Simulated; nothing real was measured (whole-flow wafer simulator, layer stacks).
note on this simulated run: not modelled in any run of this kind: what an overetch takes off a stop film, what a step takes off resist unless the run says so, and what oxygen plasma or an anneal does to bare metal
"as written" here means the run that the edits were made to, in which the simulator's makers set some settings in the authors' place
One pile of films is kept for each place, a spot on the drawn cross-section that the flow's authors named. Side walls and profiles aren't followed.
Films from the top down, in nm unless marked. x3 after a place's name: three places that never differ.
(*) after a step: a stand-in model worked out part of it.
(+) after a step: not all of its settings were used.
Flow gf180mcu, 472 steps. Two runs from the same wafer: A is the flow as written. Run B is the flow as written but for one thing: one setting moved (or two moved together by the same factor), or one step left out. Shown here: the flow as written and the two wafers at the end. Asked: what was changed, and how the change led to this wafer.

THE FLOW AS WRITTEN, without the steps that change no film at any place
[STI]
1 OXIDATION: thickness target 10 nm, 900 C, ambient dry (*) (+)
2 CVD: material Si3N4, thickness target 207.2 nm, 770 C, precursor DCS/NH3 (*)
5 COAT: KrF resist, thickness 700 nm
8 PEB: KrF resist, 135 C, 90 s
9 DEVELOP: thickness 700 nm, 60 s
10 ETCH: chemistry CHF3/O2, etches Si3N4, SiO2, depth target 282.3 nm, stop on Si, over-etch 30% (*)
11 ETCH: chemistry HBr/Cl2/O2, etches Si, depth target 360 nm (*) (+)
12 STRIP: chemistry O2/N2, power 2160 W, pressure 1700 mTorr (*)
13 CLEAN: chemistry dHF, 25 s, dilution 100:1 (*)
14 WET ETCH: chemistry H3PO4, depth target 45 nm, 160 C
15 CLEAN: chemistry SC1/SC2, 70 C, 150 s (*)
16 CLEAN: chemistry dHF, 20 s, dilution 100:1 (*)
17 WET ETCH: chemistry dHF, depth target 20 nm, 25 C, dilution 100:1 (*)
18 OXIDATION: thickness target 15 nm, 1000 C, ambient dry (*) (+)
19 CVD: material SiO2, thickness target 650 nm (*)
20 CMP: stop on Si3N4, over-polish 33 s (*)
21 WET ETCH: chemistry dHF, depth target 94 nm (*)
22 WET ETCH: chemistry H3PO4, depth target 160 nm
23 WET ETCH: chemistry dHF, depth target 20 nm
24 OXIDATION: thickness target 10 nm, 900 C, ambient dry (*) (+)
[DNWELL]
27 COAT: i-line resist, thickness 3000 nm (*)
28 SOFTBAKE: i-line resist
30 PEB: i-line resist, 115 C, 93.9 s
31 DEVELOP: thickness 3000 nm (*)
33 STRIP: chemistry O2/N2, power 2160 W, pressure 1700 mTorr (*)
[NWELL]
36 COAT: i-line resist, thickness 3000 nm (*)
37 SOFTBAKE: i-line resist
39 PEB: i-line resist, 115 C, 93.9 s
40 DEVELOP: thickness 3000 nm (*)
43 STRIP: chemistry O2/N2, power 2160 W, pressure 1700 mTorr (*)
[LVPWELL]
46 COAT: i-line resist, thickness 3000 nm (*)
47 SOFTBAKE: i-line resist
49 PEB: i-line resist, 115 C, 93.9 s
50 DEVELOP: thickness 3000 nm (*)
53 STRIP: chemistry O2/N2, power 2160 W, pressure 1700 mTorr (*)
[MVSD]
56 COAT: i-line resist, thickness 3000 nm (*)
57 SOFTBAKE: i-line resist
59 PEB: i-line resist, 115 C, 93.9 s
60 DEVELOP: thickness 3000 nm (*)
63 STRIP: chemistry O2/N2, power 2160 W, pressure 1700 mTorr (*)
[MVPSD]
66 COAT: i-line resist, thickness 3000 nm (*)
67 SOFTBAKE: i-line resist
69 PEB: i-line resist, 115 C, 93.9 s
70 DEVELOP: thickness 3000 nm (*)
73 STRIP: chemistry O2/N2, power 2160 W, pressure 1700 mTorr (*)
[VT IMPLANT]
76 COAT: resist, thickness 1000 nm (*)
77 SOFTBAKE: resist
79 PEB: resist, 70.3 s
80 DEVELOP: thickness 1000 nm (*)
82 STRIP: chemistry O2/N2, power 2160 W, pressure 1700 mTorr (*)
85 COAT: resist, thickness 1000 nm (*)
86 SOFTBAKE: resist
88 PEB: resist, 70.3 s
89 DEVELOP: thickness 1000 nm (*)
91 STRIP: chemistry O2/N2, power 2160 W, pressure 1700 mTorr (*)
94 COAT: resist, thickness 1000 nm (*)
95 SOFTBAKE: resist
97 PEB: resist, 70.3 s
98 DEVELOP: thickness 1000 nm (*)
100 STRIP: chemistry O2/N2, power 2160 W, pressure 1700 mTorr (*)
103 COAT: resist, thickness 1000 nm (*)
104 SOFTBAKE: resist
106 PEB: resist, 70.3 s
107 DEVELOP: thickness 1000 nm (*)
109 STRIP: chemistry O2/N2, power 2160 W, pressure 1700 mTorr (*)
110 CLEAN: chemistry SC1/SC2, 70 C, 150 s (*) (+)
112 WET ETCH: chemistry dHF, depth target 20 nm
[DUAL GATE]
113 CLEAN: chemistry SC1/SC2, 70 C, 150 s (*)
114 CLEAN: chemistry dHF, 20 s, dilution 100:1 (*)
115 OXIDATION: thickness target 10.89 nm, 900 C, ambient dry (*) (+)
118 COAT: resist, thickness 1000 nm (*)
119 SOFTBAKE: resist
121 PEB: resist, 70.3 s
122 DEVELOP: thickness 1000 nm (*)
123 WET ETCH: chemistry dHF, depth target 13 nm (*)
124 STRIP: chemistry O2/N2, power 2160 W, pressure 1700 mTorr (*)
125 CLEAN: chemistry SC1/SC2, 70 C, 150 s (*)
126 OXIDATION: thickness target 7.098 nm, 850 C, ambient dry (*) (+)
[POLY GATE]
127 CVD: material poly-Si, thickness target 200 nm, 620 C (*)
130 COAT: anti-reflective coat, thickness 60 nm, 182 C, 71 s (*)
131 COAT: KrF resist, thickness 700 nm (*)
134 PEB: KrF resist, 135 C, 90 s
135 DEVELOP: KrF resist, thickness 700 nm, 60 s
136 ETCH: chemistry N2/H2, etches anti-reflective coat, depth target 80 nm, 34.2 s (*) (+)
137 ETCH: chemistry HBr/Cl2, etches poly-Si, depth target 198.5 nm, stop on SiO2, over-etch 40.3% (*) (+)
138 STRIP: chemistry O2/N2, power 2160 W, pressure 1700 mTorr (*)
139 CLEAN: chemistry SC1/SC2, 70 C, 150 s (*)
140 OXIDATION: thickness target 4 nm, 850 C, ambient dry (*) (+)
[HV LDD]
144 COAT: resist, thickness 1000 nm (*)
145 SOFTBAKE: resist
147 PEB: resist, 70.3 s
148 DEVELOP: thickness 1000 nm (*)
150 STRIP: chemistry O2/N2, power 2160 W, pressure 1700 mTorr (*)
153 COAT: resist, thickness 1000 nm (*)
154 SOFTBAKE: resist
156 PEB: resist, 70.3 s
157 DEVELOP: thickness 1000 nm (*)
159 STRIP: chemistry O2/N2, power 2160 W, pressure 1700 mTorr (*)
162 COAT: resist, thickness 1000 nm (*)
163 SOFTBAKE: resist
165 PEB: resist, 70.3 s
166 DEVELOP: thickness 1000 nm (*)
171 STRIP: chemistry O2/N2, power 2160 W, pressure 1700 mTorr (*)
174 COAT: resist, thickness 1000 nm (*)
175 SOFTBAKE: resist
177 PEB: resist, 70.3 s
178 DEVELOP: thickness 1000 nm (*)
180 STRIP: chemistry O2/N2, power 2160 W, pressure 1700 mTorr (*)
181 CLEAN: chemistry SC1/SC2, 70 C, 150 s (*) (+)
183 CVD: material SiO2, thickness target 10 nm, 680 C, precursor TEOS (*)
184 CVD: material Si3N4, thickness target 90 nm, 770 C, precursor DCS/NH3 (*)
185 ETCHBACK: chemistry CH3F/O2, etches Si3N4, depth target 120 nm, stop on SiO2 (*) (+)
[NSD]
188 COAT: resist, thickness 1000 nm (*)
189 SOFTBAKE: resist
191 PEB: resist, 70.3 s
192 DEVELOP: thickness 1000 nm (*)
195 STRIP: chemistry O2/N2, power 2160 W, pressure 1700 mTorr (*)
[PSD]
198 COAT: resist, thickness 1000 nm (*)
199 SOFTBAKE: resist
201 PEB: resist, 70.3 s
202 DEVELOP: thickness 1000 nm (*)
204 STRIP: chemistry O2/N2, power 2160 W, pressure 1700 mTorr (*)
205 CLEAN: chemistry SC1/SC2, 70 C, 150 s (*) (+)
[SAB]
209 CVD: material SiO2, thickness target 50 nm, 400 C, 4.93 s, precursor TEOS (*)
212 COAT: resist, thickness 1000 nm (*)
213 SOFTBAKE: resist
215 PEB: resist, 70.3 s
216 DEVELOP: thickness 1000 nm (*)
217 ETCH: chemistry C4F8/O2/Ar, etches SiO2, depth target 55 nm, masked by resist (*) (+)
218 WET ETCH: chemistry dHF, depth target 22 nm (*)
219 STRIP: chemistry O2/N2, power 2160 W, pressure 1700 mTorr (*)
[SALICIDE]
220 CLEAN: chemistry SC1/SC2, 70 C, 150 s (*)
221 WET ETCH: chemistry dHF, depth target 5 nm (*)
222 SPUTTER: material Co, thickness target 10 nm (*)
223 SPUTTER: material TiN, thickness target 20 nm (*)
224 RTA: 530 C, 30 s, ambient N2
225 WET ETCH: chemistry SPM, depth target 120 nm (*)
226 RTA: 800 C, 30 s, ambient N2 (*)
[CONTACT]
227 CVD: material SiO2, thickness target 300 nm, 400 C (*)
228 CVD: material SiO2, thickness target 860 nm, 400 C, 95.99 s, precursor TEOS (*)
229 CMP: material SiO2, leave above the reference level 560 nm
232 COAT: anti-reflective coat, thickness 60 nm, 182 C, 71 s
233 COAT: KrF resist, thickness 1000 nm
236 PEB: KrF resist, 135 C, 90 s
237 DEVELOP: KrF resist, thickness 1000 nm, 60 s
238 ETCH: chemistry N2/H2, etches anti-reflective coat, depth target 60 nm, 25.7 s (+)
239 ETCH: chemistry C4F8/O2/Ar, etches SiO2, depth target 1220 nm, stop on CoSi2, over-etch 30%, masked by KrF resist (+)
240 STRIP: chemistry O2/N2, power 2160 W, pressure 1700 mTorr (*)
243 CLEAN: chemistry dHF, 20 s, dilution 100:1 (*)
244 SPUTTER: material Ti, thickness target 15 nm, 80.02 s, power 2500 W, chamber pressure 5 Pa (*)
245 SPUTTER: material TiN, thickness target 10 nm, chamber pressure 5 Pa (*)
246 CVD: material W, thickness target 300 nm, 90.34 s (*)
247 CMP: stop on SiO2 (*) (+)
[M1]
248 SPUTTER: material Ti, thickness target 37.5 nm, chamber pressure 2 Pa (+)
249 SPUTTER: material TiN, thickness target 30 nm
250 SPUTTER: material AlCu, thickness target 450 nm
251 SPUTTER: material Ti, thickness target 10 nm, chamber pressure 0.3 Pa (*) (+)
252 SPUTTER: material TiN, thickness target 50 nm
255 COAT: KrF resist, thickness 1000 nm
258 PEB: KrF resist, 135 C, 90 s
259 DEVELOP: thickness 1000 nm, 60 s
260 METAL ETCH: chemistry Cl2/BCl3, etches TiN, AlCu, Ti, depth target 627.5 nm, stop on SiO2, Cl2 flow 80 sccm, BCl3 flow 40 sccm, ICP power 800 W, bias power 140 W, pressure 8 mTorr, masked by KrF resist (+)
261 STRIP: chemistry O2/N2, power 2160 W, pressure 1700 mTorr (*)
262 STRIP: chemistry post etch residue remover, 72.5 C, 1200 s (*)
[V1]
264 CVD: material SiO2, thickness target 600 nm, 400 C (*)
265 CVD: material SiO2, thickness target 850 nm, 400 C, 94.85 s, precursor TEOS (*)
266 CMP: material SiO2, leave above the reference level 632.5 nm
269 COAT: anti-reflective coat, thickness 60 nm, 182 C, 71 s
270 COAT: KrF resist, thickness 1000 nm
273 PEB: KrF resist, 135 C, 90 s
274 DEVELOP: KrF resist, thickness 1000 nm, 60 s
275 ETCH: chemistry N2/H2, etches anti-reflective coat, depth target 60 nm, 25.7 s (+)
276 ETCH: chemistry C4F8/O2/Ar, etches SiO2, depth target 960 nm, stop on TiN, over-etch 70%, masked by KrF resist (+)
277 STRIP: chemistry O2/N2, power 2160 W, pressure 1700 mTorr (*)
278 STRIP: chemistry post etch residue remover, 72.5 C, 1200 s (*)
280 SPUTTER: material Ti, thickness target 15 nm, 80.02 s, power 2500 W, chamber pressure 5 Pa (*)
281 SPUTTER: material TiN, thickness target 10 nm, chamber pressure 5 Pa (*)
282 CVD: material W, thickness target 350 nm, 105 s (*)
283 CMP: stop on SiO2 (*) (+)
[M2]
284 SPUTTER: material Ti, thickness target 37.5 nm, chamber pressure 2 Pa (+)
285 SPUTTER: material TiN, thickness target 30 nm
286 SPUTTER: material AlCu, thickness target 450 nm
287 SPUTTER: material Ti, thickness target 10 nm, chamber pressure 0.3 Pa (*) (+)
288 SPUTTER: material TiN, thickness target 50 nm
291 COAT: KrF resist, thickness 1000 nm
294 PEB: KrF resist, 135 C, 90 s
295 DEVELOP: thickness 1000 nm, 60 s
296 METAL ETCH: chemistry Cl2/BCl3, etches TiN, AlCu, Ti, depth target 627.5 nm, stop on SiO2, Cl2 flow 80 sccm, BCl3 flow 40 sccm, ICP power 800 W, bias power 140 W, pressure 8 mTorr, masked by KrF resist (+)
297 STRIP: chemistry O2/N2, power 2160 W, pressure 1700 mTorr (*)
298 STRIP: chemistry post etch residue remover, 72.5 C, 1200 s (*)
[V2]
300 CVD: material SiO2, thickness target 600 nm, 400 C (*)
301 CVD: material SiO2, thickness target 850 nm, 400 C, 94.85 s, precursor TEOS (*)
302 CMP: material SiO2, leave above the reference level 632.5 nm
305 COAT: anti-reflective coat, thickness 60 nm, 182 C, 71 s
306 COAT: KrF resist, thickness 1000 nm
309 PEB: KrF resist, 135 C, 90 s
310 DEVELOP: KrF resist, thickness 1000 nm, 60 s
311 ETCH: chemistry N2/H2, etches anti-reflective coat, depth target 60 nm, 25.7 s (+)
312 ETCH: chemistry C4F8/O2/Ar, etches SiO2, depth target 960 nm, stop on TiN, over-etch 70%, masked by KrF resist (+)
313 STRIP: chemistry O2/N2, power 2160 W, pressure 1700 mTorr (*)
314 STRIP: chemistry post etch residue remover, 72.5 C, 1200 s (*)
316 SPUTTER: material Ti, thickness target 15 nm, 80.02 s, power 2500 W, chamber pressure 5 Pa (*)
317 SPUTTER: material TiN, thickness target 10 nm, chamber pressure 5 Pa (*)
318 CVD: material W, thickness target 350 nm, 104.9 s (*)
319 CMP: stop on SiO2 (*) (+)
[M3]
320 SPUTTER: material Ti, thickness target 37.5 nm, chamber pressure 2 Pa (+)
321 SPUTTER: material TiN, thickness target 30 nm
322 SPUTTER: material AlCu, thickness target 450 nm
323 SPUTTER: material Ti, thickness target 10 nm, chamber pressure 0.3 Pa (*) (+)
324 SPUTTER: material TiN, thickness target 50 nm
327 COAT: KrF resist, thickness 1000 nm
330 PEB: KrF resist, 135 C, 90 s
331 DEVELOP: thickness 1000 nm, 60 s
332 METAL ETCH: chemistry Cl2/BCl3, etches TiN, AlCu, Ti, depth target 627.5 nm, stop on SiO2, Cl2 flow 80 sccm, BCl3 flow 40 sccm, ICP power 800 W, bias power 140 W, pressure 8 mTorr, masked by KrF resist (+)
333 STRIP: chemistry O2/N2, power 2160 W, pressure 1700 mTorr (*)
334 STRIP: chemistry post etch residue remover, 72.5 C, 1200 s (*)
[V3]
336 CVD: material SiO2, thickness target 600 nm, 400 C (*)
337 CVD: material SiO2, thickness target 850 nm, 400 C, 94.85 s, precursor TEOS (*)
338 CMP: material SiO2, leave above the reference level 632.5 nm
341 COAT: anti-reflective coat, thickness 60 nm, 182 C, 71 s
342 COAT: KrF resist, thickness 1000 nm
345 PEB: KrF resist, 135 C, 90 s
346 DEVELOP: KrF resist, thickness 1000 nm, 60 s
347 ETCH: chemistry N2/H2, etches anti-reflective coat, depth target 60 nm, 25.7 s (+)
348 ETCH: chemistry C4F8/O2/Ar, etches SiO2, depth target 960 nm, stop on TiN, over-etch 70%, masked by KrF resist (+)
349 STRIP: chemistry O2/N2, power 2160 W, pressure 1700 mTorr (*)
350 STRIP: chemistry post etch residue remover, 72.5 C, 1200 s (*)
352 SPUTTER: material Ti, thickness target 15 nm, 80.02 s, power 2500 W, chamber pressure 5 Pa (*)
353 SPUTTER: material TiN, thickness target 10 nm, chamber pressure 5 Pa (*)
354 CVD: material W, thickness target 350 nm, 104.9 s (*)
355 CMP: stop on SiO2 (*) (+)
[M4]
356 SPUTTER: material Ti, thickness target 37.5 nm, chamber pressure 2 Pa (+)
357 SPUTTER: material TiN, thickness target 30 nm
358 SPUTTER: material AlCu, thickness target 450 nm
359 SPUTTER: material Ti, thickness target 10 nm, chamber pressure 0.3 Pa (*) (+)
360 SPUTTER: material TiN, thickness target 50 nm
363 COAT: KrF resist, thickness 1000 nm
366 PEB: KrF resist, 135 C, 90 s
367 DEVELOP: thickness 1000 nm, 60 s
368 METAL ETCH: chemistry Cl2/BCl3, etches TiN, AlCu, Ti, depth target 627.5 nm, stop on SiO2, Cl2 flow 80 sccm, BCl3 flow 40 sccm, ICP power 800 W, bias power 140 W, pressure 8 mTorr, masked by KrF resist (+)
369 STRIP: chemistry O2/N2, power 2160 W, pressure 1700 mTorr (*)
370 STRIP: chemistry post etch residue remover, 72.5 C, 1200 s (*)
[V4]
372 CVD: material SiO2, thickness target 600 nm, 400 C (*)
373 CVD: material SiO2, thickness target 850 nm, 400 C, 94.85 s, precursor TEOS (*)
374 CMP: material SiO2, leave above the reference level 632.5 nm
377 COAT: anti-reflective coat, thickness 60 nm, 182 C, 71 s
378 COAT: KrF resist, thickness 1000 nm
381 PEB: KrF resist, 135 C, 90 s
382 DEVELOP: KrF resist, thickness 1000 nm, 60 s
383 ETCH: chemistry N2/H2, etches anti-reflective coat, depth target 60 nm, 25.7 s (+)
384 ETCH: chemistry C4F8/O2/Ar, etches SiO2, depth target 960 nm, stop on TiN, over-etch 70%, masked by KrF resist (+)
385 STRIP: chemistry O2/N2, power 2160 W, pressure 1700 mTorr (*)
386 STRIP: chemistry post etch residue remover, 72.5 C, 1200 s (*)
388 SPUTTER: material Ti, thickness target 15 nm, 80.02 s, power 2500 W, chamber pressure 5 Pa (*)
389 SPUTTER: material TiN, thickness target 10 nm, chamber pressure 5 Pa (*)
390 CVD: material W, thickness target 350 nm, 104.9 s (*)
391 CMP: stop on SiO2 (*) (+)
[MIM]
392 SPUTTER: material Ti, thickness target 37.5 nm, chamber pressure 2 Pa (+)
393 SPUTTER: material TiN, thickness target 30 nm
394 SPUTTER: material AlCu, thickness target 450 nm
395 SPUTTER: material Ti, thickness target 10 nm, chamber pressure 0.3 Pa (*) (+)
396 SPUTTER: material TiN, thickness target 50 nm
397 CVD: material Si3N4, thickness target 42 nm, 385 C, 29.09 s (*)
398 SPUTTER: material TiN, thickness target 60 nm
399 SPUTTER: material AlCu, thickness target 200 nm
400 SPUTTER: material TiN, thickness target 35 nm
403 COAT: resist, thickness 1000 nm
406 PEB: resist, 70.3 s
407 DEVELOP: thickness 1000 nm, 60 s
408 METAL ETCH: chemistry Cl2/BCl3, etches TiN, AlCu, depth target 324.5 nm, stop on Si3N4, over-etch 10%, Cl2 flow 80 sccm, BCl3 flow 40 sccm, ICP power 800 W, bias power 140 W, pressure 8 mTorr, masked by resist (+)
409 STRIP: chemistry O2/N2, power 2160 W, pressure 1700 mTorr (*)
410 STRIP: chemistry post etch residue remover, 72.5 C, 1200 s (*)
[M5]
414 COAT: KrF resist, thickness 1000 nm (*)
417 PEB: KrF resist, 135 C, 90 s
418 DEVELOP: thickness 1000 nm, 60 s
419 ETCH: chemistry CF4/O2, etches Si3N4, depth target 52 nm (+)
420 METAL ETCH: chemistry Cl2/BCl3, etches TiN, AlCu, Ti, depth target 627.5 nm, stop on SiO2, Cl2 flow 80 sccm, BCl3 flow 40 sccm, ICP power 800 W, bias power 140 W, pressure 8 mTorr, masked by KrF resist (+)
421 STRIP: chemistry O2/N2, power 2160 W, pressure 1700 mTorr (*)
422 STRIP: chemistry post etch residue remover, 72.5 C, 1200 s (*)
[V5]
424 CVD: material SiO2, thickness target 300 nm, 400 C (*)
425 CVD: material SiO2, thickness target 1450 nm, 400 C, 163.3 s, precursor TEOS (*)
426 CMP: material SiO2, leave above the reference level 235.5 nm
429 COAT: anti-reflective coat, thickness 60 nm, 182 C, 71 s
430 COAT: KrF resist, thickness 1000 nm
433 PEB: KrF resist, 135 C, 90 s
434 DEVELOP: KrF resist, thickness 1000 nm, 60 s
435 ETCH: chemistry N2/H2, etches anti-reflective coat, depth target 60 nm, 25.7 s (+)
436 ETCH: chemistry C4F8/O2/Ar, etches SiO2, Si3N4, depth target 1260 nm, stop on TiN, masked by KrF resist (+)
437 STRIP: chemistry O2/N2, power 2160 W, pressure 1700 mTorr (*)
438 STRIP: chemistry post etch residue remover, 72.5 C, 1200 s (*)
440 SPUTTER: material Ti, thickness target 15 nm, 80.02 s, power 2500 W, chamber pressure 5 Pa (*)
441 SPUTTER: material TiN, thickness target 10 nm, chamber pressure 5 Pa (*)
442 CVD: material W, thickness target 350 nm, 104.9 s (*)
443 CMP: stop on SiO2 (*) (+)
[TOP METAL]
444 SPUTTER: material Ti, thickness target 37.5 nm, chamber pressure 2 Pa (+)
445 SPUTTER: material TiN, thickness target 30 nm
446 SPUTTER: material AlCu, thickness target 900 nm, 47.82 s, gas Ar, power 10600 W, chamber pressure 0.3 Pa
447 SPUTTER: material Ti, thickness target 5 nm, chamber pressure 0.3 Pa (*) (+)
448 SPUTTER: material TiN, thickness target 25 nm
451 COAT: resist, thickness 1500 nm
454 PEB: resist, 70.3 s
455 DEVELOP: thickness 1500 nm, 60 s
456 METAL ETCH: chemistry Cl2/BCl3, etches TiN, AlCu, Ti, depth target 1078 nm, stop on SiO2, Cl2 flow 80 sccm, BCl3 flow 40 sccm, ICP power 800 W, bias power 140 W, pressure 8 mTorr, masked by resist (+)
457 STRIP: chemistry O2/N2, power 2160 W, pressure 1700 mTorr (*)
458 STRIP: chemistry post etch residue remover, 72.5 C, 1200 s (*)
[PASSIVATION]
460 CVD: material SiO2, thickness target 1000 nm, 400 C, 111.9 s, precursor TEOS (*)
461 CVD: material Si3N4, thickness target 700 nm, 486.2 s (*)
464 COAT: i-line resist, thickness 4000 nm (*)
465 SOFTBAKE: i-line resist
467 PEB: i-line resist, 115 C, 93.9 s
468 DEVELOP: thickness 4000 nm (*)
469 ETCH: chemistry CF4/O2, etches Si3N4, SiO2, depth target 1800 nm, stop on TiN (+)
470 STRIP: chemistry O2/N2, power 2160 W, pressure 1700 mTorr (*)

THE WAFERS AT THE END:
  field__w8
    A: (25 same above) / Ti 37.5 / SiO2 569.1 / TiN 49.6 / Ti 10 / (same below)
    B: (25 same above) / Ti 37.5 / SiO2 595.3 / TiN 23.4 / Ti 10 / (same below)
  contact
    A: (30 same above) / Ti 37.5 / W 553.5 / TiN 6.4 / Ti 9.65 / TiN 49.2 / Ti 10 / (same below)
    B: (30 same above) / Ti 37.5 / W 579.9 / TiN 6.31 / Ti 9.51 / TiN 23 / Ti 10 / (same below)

The cause: step 288, SPUTTER: thickness target 23.8 nm was run, where the flow has thickness target 50 nm.

How the change led to this, step by step:
  288 SPUTTER: material TiN, thickness target 50 nm
      field, field__w1, field__w2 and 108 more: A TiN +50 (new film) | B TiN +23.8 (new film)
  296 METAL ETCH: chemistry Cl2/BCl3, etches TiN, AlCu, Ti, depth target 627.5 nm, stop on SiO2, Cl2 flow 80 sccm, BCl3 flow 40 sccm, ICP power 800 W, bias power 140 W, pressure 8 mTorr, masked by KrF resist (+)
      field, field__w1, field__w2 and 103 more: A TiN -50 (all of it), Ti -10 (all of it), AlCu -450 (all of it), TiN -30 (all of it), Ti -37.5 (all of it) | B TiN -23.8 (all of it), Ti -10 (all of it), AlCu -450 (all of it), TiN -30 (all of it), Ti -37.5 (all of it)
  302 CMP: material SiO2, leave above the reference level 632.5 nm
      field__w8, contact, m1, m1__w1, m1_nw: A SiO2 -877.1 | B SiO2 -850.9
  312 ETCH: chemistry C4F8/O2/Ar, etches SiO2, depth target 960 nm, stop on TiN, over-etch 70%, masked by KrF resist (+)
      contact: A SiO2 -572.5 (all of it) | B SiO2 -598.7 (all of it)
  318 CVD: material W, thickness target 350 nm, 104.9 s (*)
      contact: A W +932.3 (new film) | B W +958.7 (new film)
